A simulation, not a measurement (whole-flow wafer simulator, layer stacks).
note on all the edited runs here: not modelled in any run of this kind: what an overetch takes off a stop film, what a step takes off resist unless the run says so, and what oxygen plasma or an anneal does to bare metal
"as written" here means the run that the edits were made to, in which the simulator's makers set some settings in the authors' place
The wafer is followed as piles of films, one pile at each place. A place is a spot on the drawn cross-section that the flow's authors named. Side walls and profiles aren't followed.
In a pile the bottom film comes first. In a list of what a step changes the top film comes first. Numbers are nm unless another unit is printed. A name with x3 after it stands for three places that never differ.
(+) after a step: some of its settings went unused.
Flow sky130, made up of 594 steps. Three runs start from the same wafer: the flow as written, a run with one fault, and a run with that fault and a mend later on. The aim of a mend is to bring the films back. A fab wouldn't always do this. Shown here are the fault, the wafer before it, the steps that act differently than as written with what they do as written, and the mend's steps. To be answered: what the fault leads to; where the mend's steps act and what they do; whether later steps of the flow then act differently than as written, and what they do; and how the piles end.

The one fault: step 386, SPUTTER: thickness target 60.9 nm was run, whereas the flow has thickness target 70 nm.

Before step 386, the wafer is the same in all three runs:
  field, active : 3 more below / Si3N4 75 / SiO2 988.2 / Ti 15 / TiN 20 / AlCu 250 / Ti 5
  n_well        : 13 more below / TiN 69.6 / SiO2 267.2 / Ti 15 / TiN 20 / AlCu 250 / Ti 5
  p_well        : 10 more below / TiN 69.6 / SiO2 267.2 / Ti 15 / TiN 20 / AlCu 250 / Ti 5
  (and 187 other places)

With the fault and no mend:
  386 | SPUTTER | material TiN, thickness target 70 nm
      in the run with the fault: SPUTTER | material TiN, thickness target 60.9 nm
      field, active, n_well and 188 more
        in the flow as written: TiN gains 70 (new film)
        in the run with the fault: TiN gains 60.9 (new film)
  Steps further on in the flow that do not act as written (15 more steps, not shown, differ only slightly: by at most 2% or 0.5 nm, whichever is larger):
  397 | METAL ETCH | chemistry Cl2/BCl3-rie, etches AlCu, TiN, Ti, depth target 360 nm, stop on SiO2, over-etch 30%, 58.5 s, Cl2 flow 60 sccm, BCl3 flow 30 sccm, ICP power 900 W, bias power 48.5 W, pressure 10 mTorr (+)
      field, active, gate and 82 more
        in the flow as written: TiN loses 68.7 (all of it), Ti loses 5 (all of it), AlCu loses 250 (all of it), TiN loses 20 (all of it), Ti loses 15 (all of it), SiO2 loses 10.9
        in the run with the fault: TiN loses 59.6 (all of it), Ti loses 5 (all of it), AlCu loses 250 (all of it), TiN loses 20 (all of it), Ti loses 15 (all of it), SiO2 loses 11.8
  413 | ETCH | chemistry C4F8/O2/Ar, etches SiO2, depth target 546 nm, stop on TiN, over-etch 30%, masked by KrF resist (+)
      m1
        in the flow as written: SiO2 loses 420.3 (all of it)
        in the run with the fault: SiO2 loses 429.4 (all of it)
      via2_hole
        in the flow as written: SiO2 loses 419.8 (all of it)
        in the run with the fault: SiO2 loses 428.9 (all of it)
  At n_well, p_well, gate_hv and 103 more, the piles at the end differ from the flow's by more than 2% or 0.5 nm, whichever is larger.
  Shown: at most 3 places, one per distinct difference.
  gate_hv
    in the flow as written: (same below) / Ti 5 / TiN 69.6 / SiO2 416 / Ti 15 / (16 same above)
    in the run with the fault: (same below) / Ti 5 / TiN 60.5 / SiO2 425.1 / Ti 15 / (16 same above)
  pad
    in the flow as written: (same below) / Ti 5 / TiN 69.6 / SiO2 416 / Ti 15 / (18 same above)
    in the run with the fault: (same below) / Ti 5 / TiN 60.5 / SiO2 425.1 / Ti 15 / (18 same above)
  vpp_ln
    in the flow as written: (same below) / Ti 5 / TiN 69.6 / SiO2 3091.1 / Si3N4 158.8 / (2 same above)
    in the run with the fault: (same below) / Ti 5 / TiN 60.5 / SiO2 3100.2 / Si3N4 158.8 / (2 same above)

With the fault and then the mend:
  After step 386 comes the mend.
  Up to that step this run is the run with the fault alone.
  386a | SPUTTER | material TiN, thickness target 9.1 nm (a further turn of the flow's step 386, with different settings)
      field, active, n_well and 188 more
        TiN gains 9.1
  Later steps of the flow that are run all act as written at every place that is followed.
  By the end, the piles equal the flow's at every place that both follow.
